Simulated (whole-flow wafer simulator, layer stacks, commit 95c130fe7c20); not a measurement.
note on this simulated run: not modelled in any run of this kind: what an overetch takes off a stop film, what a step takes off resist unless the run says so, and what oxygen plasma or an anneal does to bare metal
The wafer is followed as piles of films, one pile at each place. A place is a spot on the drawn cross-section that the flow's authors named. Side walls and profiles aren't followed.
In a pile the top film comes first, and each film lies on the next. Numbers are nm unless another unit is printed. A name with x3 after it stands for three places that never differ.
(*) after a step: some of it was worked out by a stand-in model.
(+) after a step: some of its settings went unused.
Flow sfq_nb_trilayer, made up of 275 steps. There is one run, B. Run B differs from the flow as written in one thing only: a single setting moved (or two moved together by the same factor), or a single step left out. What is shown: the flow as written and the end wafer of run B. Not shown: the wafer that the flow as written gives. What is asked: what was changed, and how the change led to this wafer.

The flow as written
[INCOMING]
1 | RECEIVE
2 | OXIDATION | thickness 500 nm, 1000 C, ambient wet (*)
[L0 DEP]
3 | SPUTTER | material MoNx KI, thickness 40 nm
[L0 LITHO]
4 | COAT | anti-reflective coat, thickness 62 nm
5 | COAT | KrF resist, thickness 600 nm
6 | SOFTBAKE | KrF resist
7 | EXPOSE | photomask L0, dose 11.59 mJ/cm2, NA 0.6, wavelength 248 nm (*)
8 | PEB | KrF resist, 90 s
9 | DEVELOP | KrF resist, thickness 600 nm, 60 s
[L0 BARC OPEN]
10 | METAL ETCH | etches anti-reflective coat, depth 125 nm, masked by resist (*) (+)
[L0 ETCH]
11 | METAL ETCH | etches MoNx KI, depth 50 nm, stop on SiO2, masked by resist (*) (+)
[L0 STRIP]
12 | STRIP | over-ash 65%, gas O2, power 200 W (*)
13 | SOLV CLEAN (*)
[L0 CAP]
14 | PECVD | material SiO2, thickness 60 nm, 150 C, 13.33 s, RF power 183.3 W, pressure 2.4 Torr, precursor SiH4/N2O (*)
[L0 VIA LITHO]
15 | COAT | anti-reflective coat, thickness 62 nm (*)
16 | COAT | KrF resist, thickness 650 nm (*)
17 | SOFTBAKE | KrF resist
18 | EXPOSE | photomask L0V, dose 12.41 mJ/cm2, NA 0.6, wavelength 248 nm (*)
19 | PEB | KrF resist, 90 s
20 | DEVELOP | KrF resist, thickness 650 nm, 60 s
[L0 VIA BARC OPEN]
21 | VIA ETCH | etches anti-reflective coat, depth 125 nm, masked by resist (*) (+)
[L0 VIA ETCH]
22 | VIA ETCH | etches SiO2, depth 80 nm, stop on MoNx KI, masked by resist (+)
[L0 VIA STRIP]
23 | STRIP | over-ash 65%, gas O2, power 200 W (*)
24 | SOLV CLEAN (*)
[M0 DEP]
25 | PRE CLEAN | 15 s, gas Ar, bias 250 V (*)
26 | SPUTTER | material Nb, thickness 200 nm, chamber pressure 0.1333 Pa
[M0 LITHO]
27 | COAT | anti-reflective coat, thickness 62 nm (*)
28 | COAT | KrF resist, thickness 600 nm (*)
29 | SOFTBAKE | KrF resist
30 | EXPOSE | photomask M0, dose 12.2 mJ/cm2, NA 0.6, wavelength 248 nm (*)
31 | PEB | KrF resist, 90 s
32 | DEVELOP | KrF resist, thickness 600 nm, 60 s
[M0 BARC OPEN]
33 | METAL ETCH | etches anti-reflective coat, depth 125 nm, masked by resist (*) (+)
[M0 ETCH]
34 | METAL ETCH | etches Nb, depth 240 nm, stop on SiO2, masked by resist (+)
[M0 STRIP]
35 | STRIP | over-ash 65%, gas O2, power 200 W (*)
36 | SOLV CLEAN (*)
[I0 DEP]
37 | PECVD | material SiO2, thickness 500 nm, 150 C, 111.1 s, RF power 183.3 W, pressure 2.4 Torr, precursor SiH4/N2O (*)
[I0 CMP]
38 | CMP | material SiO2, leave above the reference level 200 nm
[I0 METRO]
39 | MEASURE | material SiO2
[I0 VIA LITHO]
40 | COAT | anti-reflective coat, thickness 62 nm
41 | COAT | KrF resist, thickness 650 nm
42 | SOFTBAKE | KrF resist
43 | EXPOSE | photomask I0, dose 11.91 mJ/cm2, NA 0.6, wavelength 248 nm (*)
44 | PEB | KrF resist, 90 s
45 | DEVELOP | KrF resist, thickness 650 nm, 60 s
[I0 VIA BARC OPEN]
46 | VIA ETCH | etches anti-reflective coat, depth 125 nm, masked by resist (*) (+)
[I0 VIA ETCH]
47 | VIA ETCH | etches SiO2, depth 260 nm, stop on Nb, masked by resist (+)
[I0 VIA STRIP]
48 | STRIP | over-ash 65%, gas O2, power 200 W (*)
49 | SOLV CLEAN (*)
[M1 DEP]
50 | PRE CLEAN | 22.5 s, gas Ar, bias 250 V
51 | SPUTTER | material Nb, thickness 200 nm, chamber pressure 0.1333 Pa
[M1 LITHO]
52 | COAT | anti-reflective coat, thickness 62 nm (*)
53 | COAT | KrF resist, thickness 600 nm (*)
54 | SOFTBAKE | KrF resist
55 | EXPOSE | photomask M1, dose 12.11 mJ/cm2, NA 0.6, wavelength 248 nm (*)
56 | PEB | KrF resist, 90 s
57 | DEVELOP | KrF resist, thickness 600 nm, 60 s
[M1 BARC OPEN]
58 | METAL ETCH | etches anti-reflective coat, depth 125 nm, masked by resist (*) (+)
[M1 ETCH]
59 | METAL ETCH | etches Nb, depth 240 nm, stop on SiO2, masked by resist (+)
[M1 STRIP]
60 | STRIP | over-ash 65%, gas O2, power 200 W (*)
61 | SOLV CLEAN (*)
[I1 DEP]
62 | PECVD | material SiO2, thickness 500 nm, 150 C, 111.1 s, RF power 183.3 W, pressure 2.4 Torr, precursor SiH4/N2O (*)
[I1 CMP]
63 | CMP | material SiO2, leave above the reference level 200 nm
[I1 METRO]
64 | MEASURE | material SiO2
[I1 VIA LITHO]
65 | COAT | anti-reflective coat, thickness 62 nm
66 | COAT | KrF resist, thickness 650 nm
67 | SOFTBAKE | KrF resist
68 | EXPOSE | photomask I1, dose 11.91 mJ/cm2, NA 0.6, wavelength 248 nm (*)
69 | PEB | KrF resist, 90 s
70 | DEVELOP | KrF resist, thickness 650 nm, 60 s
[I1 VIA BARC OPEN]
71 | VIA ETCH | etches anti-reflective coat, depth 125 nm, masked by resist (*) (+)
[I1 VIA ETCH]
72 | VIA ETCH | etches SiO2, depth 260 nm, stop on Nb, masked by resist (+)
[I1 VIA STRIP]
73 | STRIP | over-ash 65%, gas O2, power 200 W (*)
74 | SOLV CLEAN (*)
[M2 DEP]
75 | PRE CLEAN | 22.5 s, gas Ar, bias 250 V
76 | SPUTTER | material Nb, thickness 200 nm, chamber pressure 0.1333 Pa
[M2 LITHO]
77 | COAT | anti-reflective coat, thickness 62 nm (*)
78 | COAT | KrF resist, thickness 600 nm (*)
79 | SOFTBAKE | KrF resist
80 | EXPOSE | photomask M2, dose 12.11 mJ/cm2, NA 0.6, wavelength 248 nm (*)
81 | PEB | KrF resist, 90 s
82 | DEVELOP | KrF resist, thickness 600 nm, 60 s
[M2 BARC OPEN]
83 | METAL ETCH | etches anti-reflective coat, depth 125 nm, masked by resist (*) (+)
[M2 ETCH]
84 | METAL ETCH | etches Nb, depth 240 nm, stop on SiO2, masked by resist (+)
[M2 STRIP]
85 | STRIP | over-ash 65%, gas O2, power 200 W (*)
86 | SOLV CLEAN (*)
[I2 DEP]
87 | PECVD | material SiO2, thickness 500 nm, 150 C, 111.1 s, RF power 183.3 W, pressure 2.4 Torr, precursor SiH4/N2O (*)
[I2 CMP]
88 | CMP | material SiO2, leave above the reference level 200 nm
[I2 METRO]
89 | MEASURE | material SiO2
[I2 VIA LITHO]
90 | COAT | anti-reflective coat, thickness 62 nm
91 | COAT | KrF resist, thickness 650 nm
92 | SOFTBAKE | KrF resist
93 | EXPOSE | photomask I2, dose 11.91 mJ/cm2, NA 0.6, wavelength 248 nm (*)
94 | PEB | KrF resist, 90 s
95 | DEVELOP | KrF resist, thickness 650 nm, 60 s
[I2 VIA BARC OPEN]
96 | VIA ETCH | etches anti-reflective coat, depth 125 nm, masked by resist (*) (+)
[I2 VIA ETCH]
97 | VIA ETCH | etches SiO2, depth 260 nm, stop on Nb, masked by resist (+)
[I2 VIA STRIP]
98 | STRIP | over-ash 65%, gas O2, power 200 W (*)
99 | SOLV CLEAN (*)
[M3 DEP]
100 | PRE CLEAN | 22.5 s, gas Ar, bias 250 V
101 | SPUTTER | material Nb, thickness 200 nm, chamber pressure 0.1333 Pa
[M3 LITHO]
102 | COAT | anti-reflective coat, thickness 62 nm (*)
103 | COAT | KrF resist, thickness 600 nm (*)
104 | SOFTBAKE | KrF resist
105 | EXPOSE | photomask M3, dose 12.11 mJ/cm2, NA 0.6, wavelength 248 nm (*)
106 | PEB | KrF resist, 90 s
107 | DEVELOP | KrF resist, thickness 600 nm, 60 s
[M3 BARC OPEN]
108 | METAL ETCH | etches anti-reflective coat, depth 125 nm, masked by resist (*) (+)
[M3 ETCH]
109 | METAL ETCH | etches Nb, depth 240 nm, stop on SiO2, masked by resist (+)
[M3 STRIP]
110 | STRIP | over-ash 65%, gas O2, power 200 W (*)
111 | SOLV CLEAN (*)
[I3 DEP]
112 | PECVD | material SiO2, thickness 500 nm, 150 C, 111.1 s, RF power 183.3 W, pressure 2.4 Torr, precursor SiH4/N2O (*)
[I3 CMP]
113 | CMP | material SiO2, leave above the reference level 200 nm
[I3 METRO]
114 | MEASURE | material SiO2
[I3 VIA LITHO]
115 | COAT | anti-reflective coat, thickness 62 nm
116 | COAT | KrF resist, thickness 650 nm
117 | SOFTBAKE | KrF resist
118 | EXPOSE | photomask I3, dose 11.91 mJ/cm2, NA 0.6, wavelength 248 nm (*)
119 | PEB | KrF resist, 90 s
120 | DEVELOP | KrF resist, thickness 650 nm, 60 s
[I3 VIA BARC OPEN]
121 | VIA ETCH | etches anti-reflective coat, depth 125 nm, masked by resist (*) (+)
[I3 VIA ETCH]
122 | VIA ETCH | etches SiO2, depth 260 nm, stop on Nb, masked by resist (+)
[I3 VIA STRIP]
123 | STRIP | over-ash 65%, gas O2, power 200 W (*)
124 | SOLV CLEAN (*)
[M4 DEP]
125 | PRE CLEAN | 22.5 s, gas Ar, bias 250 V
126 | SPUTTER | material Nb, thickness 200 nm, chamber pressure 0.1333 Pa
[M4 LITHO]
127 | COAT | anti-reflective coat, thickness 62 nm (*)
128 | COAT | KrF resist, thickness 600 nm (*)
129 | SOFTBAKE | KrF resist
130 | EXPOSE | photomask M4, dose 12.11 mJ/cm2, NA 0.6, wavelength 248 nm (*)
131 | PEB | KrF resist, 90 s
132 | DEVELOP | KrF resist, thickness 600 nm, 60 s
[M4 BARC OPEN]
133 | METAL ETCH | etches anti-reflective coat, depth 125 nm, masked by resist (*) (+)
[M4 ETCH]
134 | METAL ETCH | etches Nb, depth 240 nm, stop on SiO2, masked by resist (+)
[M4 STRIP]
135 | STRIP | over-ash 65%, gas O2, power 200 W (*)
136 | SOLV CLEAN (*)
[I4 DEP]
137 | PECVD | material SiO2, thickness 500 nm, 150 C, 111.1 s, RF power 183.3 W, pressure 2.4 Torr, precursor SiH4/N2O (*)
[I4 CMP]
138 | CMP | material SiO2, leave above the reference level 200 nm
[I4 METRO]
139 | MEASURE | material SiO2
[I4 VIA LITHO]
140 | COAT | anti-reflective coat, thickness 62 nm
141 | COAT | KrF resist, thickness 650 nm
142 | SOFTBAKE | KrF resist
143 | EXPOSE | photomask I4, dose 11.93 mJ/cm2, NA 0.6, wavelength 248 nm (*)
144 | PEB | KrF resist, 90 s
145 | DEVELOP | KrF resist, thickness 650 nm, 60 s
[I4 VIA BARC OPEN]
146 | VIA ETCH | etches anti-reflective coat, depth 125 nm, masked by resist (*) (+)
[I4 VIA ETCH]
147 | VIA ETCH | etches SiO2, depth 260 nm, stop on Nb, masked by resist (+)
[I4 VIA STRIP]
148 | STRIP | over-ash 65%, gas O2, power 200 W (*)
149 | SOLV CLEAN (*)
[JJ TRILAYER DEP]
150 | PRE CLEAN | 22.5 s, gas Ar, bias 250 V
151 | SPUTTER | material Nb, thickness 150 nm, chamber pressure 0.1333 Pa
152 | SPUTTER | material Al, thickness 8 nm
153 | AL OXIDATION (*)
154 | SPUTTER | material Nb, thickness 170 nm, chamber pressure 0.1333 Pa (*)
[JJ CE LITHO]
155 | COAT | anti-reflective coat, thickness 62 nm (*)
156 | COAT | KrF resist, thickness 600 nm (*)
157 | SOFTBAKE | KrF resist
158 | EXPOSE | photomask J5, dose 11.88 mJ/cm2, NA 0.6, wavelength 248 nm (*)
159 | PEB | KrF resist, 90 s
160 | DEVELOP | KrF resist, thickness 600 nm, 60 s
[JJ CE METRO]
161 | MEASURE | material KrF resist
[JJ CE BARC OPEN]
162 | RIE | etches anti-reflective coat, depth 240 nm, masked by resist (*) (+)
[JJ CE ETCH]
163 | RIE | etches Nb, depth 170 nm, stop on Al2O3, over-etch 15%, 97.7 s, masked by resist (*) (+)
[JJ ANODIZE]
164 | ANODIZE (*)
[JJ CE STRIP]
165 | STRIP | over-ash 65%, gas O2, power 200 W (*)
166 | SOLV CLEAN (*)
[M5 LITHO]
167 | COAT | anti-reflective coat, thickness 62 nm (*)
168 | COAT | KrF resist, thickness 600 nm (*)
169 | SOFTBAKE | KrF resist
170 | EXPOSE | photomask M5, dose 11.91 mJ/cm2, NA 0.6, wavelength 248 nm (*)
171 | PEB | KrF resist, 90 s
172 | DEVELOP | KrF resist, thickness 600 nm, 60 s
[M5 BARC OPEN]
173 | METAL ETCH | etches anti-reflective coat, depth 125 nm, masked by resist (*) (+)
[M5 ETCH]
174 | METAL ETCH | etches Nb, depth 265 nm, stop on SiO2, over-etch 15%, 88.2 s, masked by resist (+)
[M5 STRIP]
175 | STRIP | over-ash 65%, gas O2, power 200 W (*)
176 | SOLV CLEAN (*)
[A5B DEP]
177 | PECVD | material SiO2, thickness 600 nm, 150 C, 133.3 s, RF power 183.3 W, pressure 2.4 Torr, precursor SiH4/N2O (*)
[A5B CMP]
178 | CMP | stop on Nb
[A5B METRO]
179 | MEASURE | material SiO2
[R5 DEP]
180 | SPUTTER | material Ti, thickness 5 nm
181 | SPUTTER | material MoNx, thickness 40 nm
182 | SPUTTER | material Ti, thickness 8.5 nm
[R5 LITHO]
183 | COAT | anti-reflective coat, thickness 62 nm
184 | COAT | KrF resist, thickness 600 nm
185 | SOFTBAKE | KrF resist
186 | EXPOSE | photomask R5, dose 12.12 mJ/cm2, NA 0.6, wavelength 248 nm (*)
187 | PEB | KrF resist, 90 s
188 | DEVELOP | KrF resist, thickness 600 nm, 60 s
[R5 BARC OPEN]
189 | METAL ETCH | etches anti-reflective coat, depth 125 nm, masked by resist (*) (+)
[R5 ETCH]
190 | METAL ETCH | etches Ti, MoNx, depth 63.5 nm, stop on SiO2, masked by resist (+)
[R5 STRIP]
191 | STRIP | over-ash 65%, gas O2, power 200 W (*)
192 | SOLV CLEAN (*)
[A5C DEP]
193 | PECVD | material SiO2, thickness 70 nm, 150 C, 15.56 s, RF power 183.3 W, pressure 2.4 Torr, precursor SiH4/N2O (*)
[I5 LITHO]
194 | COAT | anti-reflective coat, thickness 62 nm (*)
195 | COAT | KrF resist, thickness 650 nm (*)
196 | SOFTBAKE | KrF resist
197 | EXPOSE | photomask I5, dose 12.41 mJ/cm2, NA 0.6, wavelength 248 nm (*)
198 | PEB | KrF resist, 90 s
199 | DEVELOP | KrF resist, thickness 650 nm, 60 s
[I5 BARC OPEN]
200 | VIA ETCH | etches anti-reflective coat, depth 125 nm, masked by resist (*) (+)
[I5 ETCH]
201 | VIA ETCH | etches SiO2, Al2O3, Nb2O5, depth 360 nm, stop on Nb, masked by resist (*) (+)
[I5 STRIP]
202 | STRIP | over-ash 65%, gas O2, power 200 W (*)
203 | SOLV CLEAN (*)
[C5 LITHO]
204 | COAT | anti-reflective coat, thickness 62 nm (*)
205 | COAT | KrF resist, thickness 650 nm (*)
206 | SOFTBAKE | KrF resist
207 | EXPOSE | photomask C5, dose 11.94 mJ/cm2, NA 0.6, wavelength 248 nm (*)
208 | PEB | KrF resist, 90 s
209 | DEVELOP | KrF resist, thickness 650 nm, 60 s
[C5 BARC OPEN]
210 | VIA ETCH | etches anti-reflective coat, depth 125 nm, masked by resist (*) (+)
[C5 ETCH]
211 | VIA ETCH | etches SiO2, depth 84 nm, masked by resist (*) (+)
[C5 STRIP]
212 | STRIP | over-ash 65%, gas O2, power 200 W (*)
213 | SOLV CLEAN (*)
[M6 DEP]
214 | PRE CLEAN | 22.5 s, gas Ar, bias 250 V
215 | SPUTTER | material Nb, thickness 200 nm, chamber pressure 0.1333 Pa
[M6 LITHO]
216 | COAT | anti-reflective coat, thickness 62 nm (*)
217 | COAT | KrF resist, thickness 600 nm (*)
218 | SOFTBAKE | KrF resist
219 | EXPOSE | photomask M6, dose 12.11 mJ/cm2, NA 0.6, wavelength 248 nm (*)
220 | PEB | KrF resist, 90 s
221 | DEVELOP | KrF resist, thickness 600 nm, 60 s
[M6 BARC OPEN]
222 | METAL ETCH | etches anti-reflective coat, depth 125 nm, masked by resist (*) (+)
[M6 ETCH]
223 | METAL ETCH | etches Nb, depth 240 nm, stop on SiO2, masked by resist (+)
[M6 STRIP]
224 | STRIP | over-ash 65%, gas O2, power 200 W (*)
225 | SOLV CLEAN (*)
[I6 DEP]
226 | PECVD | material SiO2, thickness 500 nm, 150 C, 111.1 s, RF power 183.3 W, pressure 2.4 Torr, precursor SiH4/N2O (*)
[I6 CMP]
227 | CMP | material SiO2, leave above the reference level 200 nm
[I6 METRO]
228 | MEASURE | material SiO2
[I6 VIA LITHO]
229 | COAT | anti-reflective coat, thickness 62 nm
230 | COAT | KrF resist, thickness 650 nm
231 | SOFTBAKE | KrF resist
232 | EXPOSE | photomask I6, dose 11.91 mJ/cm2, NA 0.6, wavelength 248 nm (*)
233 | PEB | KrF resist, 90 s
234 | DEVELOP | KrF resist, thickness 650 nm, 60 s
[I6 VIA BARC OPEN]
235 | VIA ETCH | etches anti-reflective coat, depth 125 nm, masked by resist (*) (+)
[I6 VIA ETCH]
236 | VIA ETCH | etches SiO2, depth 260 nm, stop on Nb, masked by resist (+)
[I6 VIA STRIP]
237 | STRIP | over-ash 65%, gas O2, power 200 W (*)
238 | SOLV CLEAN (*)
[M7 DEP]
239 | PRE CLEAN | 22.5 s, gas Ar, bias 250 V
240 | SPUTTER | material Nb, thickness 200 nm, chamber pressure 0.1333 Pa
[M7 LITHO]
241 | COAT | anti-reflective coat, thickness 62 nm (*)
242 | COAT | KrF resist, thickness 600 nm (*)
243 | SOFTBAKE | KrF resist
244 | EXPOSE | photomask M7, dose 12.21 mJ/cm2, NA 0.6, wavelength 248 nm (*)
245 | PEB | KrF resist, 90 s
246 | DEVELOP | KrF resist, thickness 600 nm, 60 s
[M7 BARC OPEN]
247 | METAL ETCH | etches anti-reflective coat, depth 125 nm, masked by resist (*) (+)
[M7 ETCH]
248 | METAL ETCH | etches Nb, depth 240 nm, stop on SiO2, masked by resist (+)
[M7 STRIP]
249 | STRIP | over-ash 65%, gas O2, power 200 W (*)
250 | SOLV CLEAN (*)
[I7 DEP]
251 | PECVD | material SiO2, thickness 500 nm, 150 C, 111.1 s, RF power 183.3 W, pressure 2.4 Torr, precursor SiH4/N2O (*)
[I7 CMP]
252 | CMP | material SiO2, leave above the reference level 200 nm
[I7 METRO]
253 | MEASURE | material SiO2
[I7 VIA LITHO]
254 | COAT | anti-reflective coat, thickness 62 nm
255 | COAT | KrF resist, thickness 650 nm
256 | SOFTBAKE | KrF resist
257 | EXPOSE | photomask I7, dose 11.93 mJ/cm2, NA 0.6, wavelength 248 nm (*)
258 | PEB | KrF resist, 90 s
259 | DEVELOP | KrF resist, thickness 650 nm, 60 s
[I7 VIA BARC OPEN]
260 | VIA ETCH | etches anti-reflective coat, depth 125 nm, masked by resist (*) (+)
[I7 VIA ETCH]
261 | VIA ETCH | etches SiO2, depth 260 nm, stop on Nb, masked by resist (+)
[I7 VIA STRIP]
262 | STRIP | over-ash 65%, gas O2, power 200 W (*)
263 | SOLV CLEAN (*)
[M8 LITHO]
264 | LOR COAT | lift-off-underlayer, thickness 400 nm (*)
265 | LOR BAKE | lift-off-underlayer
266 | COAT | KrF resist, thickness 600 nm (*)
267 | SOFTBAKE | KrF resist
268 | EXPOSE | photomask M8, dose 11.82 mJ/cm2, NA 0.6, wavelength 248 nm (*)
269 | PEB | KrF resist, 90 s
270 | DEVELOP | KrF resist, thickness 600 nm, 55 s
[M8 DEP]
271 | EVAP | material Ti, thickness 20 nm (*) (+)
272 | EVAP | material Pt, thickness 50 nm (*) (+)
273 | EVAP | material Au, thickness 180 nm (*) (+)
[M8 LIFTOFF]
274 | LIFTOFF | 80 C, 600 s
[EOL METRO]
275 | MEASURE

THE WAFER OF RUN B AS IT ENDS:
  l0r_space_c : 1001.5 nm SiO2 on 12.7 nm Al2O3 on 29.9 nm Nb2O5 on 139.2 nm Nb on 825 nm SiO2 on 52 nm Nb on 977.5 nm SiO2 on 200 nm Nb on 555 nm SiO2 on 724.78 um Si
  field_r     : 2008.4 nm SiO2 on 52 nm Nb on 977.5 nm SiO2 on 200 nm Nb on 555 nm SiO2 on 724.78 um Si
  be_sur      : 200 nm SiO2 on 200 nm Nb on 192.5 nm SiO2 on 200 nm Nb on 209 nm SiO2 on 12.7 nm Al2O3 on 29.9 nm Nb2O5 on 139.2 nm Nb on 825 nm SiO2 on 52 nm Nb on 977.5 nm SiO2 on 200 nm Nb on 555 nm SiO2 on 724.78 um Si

The reason: step 101, SPUTTER: thickness 292 nm was run, though the flow has thickness 200 nm.

Step by step, how the change led to this:
  101 | SPUTTER | material Nb, thickness 200 nm, chamber pressure 0.1333 Pa
      field_l, v_sur, via_wl and 102 more: Nb gains 292 (new film) (it would be, as written: Nb gains 200 (new film))
      via_w: Nb gains 243 (it would be, as written: Nb gains 165.5)
  102 | COAT | anti-reflective coat, thickness 62 nm (*)
      via_wl, via_wr: anti-reflective coat gains 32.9 (new film) (it would be, as written: anti-reflective coat gains 34.2 (new film))
  109 | METAL ETCH | etches Nb, depth 240 nm, stop on SiO2, masked by resist (+)
      field_l, be, be_sur and 72 more: Nb loses 240 (it would be, as written: Nb loses 200 (all of it))
  110 | STRIP | over-ash 65%, gas O2, power 200 W (*)
      via_wl, via_wr: KrF resist loses 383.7 (all of it), anti-reflective coat loses 32.9 (all of it) (it would be, as written: KrF resist loses 384.2 (all of it), anti-reflective coat loses 34.2 (all of it))
  112 | PECVD | material SiO2, thickness 500 nm, 150 C, 111.1 s, RF power 183.3 W, pressure 2.4 Torr, precursor SiH4/N2O (*)
      field_l, be, be_sur and 64 more: SiO2 gains 500 (new film) (it would be, as written: SiO2 gains 500)
      p4_g1, p4_g2, p3_s0, p3_s1, p3_s2, p3_s3, p3_s4, p3_s5: SiO2 gains 597.1 (new film) (it would be, as written: SiO2 gains 557.1)
  113 | CMP | material SiO2, leave above the reference level 200 nm
      field_l, be, be_sur and 64 more: SiO2 loses 60 (it would be, as written: SiO2 loses 100)
      via_w: SiO2 loses 157.1 (it would be, as written: SiO2 loses 181.6)
With metal films that touch counted as one body, l0r_space_c has 3 bodies (between them, from the top down: SiO2 825; SiO2 977.5); the flow as written gives 2 bodies (between them, from the top down: SiO2 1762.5).
With metal films that touch counted as one body, field_r has 2 bodies (between them, from the top down: SiO2 977.5); the flow as written gives 1 body.
With metal films that touch counted as one body, be_sur has 5 bodies (between them, from the top down: SiO2 192.5; SiO2 209 / Al2O3 12.7 / Nb2O5 29.9; SiO2 825; SiO2 977.5); the flow as written gives 4 bodies (between them, from the top down: SiO2 192.5; SiO2 209 / Al2O3 12.7 / Nb2O5 29.9; SiO2 1762.5).
